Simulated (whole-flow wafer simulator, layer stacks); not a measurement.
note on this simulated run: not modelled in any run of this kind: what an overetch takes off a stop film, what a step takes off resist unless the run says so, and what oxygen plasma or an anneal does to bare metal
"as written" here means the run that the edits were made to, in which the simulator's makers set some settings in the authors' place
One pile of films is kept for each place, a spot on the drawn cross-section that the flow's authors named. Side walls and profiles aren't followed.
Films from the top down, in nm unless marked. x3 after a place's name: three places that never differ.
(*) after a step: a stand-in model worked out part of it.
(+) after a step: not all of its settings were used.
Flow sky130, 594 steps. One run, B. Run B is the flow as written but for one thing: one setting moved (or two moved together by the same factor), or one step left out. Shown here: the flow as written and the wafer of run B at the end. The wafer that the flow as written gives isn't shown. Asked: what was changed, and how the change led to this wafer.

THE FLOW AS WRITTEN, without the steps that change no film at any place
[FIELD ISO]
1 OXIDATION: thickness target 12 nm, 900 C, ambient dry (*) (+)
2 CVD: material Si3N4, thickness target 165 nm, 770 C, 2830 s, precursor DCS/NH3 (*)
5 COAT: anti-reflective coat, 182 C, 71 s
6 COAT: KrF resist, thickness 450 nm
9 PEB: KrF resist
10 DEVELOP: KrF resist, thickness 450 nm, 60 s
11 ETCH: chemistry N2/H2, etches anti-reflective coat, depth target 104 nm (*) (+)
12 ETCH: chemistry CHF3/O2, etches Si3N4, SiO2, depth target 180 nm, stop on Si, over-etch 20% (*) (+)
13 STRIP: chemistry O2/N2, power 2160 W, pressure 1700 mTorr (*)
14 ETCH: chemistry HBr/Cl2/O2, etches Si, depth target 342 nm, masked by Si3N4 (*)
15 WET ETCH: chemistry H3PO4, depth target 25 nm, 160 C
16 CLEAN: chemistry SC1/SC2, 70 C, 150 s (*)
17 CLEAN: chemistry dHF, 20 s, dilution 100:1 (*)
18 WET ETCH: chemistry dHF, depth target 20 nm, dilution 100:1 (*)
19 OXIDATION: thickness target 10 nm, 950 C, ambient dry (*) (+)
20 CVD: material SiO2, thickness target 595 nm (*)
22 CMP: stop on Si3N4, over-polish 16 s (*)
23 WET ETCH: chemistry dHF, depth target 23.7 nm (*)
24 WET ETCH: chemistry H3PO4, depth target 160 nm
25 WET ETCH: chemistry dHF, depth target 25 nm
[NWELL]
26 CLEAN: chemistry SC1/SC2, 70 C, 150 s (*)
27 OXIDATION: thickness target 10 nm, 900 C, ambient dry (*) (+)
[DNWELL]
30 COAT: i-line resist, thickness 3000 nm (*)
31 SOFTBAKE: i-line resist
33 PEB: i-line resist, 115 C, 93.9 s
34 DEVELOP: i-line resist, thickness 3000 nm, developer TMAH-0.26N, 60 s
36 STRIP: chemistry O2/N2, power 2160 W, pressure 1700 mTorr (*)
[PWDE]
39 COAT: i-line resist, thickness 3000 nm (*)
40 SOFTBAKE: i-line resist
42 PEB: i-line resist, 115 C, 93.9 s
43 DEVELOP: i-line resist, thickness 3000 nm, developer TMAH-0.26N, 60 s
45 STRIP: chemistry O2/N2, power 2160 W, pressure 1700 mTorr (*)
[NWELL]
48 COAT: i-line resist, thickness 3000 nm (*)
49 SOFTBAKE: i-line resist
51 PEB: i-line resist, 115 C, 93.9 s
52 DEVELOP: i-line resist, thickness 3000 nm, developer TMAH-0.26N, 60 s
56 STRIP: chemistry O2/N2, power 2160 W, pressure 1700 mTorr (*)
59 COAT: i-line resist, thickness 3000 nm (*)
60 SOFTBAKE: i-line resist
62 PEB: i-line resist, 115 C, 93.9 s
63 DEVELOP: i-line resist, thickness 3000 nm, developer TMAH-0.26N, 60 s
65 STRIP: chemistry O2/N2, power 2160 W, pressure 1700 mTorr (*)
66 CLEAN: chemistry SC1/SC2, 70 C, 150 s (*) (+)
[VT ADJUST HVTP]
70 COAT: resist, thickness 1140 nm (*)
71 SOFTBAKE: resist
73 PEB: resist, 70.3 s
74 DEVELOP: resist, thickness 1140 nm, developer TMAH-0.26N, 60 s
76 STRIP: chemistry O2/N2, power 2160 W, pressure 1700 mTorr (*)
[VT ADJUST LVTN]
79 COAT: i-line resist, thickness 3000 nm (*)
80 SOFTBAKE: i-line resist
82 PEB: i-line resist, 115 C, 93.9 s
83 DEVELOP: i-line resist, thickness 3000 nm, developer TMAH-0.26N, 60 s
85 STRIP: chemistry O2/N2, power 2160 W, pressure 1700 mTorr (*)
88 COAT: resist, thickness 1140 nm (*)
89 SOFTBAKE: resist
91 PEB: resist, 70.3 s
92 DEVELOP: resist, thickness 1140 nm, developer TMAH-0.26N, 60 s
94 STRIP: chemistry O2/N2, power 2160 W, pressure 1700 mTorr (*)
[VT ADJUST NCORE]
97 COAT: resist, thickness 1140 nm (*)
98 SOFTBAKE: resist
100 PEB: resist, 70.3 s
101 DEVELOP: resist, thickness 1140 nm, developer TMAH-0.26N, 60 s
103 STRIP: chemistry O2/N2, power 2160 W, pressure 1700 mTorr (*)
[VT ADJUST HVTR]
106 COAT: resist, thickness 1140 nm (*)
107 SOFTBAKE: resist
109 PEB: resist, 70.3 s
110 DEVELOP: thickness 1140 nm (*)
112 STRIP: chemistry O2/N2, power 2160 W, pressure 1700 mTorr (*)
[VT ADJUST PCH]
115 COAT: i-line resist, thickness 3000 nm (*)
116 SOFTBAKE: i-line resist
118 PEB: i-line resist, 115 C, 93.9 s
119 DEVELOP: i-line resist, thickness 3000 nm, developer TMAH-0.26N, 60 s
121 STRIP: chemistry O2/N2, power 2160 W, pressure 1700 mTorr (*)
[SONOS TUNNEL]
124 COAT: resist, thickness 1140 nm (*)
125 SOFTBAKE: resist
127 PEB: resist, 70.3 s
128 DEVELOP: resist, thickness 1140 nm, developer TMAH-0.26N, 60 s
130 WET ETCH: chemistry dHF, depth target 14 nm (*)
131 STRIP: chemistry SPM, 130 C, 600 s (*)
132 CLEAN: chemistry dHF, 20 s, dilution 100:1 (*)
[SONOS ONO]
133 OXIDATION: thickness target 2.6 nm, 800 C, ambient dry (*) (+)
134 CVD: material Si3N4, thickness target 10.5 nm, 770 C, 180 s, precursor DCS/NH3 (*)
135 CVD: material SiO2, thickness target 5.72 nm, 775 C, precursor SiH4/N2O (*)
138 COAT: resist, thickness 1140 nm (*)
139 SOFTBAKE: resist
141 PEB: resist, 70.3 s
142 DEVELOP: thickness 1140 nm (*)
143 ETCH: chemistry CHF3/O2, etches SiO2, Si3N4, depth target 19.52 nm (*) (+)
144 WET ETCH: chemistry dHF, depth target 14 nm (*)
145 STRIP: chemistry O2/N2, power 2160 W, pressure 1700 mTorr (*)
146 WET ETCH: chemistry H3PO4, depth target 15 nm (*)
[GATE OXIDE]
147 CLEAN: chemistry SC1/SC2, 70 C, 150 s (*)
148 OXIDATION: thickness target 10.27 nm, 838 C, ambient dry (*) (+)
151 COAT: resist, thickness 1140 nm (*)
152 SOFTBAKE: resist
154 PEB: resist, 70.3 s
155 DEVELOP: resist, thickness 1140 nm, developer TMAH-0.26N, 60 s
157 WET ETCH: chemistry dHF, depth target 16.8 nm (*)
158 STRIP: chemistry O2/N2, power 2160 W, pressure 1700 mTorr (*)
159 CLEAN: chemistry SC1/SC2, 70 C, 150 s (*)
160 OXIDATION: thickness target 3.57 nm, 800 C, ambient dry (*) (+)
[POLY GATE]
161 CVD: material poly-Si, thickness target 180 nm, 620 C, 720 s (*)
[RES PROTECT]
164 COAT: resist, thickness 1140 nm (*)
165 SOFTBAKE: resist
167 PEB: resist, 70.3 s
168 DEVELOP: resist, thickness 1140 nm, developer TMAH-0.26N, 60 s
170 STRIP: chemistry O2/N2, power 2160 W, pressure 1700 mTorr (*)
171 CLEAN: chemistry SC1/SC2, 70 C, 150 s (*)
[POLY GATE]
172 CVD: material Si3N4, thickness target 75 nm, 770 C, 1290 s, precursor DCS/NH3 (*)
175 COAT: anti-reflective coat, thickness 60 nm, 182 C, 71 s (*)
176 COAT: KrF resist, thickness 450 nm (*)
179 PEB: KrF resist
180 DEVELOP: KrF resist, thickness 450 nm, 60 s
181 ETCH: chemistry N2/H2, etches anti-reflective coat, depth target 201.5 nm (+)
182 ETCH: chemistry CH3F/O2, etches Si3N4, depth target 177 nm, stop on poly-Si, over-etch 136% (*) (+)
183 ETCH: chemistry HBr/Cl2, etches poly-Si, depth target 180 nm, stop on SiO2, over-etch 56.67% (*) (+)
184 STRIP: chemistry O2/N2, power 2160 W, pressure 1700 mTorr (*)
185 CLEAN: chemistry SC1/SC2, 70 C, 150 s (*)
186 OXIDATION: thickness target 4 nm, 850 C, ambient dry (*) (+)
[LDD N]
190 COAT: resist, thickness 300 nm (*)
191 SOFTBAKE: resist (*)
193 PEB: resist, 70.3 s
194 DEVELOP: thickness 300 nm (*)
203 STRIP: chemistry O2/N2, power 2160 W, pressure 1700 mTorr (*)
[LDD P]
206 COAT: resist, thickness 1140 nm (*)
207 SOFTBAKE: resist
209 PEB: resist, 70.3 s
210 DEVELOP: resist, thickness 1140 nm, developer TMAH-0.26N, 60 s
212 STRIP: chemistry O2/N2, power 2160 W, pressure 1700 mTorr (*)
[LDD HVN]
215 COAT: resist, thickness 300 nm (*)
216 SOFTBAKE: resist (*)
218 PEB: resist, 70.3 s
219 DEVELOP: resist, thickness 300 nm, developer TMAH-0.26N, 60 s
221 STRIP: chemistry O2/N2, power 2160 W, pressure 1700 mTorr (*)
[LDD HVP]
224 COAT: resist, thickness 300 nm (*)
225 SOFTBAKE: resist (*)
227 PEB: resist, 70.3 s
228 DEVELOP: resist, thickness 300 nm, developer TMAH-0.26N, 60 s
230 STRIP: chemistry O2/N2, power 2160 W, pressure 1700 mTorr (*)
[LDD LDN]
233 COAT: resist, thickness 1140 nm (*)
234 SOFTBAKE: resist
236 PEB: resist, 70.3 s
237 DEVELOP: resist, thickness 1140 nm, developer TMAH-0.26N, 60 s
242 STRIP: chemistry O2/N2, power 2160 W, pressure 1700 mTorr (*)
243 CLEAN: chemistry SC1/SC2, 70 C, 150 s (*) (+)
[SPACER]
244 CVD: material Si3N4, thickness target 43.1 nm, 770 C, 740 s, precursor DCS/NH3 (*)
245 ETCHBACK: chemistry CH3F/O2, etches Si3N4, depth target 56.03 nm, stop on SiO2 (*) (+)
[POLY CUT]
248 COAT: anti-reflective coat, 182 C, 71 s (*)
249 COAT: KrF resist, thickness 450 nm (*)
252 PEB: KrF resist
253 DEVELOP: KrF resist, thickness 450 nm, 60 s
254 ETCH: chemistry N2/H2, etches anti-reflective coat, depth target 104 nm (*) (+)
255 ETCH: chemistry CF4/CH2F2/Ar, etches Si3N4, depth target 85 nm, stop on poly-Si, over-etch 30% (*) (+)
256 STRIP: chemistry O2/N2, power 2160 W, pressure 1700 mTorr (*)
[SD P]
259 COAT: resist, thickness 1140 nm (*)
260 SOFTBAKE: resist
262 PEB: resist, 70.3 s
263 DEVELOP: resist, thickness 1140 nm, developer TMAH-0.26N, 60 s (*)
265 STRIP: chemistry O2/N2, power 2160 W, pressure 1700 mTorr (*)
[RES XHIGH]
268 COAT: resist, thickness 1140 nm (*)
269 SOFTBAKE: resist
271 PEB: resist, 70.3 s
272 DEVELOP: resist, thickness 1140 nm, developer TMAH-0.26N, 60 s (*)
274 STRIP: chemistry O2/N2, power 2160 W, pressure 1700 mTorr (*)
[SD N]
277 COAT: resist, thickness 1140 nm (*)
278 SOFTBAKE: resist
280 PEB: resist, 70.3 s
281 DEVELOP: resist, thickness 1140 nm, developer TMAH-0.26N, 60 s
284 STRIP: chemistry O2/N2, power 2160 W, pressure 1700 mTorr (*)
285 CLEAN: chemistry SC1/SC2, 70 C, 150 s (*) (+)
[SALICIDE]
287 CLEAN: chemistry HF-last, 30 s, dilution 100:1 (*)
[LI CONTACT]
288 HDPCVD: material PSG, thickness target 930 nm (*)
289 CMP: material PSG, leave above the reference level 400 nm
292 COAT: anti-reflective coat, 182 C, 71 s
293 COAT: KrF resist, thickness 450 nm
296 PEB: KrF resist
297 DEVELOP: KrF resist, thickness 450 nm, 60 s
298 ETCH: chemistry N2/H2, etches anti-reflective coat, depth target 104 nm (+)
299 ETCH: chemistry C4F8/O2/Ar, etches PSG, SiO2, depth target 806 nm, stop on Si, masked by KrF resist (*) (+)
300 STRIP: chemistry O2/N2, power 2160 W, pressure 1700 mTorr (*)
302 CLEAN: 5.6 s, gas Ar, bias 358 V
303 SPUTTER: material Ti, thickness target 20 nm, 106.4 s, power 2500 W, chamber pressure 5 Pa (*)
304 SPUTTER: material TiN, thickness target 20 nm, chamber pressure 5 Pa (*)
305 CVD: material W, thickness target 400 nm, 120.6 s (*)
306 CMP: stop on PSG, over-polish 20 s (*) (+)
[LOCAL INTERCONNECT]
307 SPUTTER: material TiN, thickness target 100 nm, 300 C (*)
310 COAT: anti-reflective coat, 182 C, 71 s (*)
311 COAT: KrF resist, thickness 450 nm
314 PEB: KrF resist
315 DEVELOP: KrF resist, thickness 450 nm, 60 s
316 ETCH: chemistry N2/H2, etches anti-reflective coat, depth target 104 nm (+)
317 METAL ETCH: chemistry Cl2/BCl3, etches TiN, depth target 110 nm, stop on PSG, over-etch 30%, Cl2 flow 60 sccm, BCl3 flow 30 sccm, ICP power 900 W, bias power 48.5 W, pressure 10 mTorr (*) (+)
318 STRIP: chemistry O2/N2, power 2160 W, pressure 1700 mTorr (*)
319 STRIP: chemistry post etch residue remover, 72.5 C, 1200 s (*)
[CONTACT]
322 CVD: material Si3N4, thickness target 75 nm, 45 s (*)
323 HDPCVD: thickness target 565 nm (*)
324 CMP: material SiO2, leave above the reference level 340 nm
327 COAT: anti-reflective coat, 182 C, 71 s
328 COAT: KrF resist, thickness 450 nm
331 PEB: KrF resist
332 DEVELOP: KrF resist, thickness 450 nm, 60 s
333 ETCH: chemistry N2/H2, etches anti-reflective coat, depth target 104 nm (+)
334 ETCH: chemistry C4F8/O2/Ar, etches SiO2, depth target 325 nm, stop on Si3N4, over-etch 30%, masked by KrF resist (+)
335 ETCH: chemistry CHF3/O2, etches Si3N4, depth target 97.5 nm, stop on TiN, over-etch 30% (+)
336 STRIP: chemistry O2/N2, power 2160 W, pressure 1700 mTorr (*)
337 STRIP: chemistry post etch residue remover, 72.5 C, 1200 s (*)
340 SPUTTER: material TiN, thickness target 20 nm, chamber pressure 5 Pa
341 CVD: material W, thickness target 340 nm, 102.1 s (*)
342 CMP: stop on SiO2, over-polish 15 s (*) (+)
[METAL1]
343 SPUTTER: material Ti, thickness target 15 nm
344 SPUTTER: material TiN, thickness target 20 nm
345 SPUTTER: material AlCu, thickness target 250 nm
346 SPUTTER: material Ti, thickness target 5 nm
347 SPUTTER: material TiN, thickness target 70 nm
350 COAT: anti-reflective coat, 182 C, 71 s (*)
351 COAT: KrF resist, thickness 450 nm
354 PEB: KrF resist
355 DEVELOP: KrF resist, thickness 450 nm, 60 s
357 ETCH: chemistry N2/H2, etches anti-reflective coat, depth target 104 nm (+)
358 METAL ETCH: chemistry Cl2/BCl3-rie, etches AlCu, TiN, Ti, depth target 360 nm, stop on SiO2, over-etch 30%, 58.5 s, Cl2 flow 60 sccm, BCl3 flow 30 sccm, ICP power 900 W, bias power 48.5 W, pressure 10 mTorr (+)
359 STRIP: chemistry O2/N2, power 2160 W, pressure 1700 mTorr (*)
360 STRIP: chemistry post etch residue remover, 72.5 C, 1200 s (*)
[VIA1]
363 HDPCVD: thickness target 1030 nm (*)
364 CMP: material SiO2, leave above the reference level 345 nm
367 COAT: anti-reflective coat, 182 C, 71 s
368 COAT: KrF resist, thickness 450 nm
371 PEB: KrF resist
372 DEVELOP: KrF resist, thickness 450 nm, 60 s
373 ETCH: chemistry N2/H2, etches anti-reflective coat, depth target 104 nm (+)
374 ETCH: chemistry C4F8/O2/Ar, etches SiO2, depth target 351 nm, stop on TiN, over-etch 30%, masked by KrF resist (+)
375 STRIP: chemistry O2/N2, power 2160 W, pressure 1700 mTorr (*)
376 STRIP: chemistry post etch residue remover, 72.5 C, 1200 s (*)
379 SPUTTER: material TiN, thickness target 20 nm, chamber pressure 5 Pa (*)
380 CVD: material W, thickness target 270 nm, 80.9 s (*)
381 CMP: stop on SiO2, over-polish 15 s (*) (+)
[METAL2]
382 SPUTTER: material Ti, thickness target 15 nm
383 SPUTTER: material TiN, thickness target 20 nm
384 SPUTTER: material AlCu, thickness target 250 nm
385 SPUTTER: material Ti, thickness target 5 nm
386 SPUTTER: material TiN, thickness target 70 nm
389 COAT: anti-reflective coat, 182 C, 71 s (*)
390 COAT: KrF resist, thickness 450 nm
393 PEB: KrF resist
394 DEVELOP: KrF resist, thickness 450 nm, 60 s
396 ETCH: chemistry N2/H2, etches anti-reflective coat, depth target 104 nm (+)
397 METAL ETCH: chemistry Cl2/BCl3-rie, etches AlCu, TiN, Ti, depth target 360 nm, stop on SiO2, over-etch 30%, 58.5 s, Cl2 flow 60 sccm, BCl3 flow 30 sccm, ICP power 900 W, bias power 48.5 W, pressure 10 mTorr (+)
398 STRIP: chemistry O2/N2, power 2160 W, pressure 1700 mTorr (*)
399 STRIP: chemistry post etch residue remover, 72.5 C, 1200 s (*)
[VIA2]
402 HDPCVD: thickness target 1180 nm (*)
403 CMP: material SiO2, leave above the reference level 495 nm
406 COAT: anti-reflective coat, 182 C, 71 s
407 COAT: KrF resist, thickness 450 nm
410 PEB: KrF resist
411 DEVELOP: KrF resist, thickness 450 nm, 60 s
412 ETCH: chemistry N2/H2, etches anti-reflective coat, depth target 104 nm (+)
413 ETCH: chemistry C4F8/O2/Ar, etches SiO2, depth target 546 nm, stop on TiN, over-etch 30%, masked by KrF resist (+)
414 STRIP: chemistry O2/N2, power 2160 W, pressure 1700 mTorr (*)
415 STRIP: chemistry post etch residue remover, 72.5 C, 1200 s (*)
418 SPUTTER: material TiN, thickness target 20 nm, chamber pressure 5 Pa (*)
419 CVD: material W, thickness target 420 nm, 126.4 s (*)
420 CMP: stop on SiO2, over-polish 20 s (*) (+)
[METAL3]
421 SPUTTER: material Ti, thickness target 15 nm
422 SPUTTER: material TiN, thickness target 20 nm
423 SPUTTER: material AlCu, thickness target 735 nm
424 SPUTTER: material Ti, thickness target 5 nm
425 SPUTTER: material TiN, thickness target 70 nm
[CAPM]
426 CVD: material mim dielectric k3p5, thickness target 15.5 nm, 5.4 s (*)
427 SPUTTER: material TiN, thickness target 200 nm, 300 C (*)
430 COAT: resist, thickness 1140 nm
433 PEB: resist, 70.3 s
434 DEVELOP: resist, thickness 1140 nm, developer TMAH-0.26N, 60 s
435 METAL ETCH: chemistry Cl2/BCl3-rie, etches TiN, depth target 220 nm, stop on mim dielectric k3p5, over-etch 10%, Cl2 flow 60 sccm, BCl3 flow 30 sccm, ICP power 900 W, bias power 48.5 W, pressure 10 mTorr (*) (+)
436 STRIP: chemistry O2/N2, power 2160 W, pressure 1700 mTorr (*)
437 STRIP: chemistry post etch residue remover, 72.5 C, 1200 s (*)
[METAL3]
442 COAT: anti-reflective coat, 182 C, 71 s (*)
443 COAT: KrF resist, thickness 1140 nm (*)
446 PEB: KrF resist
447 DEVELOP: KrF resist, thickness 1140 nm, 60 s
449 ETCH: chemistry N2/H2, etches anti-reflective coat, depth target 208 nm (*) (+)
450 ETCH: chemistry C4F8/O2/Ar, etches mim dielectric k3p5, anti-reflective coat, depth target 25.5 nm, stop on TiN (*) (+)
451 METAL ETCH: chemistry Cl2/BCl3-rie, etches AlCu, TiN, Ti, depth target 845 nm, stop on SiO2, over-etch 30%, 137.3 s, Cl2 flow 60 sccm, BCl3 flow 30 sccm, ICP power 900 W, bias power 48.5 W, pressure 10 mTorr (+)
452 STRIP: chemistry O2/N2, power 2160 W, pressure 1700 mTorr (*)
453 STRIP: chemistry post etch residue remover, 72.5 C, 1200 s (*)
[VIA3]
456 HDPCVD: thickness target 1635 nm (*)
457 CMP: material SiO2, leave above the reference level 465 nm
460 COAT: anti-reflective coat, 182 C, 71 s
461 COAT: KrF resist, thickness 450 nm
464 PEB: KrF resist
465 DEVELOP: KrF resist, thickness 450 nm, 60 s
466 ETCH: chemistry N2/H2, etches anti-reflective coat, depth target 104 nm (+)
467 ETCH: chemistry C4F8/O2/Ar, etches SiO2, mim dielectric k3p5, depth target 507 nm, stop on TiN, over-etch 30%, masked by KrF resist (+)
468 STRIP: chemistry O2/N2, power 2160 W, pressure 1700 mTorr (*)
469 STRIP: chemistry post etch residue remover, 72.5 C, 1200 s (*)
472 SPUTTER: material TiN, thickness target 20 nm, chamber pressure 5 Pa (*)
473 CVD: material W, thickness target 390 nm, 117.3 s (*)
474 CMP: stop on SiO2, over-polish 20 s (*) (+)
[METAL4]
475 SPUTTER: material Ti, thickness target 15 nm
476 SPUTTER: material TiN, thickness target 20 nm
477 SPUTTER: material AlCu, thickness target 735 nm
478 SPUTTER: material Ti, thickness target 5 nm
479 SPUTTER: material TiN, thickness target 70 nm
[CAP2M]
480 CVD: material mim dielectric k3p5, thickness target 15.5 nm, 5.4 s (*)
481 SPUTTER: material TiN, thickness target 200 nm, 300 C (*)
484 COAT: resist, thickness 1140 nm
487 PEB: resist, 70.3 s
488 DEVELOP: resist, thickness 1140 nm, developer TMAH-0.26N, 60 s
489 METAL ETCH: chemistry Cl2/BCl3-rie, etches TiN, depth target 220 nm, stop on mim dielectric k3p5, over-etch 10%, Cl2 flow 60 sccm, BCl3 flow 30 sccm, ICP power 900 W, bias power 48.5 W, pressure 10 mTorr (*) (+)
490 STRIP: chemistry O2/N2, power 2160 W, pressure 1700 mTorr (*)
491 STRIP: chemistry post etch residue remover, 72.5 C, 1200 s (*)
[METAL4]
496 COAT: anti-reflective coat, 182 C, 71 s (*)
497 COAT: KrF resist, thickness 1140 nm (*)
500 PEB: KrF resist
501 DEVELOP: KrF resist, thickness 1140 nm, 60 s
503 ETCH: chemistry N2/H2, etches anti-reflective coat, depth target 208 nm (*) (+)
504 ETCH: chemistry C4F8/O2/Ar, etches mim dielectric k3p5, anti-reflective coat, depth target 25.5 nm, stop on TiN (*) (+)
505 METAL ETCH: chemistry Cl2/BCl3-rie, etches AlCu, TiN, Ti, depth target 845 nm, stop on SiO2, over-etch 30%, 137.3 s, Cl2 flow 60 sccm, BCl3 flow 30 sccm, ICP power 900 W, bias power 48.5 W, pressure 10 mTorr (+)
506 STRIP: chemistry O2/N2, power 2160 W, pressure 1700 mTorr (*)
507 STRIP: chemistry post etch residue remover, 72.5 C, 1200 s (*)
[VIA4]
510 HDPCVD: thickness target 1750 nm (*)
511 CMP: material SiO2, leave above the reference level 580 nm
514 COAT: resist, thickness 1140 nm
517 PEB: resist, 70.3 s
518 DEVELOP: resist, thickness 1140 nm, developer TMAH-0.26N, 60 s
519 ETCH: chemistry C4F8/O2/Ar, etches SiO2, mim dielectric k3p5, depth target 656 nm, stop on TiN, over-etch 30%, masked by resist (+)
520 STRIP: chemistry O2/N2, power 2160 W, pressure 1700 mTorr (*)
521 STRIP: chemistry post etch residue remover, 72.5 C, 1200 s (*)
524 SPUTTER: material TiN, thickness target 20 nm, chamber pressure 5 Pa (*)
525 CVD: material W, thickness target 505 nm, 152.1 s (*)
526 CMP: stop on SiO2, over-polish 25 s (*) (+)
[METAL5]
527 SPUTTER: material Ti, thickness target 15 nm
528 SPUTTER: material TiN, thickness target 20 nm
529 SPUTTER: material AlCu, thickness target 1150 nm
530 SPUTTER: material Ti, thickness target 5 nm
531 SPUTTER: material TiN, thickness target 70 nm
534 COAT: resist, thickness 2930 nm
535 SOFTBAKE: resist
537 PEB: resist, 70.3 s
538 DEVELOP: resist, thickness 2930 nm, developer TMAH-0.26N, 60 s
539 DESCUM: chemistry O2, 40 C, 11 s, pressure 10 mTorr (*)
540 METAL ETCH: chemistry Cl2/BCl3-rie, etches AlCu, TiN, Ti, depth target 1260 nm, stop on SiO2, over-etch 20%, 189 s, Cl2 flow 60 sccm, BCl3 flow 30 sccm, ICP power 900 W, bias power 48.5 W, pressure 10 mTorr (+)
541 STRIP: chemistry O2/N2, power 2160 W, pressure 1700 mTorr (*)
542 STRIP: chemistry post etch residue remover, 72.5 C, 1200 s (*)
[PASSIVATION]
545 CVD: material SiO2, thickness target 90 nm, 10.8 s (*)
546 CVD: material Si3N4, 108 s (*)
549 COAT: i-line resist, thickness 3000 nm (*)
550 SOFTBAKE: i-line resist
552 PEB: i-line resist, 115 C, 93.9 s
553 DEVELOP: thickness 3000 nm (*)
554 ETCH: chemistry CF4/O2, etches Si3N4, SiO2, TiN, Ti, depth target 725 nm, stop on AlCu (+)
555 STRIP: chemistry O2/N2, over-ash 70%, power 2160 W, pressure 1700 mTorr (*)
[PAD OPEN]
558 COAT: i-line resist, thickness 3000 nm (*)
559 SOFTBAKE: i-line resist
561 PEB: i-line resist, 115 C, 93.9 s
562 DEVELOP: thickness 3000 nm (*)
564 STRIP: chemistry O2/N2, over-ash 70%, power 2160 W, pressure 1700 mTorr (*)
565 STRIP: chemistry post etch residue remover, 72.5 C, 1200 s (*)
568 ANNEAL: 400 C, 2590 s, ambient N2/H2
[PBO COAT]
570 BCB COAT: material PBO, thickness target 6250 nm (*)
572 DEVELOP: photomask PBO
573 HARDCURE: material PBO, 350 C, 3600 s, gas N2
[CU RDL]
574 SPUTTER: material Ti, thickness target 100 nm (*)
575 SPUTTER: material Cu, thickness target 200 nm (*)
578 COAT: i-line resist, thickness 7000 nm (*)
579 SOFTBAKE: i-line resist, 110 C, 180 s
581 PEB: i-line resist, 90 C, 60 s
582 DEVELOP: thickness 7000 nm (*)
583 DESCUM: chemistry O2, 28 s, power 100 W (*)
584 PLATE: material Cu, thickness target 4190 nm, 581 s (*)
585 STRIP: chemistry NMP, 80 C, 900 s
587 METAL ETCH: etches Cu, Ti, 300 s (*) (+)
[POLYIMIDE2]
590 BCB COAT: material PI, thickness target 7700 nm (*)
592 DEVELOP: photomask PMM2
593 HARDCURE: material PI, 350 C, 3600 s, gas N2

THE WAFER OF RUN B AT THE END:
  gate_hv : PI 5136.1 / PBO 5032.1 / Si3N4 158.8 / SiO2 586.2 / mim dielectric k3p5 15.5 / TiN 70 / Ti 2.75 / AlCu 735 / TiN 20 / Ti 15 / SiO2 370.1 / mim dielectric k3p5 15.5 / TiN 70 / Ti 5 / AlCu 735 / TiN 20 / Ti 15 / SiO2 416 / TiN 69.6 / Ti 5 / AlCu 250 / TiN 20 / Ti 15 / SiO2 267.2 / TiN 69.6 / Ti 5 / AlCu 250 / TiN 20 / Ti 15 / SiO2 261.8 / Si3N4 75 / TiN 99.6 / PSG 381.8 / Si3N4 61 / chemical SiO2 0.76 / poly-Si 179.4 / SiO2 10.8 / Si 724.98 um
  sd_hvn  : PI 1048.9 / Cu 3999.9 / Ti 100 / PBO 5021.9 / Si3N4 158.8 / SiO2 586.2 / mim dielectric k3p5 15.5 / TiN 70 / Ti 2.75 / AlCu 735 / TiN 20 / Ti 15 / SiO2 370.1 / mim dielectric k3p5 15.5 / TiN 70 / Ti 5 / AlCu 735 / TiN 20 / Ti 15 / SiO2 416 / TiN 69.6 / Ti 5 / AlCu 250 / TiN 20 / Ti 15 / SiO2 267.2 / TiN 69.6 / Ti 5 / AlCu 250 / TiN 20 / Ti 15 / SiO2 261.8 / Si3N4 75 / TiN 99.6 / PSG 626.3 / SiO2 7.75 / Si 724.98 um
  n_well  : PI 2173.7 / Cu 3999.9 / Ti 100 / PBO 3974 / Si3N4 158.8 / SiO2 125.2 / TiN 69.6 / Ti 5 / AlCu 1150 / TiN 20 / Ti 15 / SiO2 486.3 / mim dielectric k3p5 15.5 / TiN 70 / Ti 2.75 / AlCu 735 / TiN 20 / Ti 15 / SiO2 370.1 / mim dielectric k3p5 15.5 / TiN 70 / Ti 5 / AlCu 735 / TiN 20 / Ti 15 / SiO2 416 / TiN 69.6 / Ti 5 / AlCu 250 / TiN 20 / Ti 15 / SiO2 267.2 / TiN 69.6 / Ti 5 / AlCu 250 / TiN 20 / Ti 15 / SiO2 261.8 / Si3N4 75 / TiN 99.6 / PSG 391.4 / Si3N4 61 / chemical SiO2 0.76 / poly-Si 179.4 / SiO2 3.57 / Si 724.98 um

The cause: step 478, SPUTTER: thickness target 2.75 nm was run, where the flow has thickness target 5 nm.
It can be read off the wafer: gate_hv has Ti 2.75, and step 478 as written asks for 5 nm.

How the change led to this, step by step:
  478 SPUTTER: material Ti, thickness target 5 nm
      field, active, n_well and 189 more: Ti +2.75 (new film) (as written it would be: Ti +5 (new film))
  505 METAL ETCH: chemistry Cl2/BCl3-rie, etches AlCu, TiN, Ti, depth target 845 nm, stop on SiO2, over-etch 30%, 137.3 s, Cl2 flow 60 sccm, BCl3 flow 30 sccm, ICP power 900 W, bias power 48.5 W, pressure 10 mTorr (+)
      field, gate, spacer and 68 more: TiN -70 (all of it), Ti -2.75 (all of it), AlCu -735 (all of it), TiN -20 (all of it), Ti -15 (all of it), SiO2 -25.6 (as written it would be: TiN -70 (all of it), Ti -5 (all of it), AlCu -735 (all of it), TiN -20 (all of it), Ti -15 (all of it), SiO2 -25.4)
      active, vpp_iso1, mim_edge_plate and 14 more: TiN -70 (all of it), Ti -2.75 (all of it), AlCu -735 (all of it), TiN -20 (all of it), Ti -15 (all of it), SiO2 -25.6 (as written it would be: TiN -70 (all of it), Ti -5 (all of it), AlCu -735 (all of it), TiN -20 (all of it), Ti -15 (all of it), SiO2 -25.3)
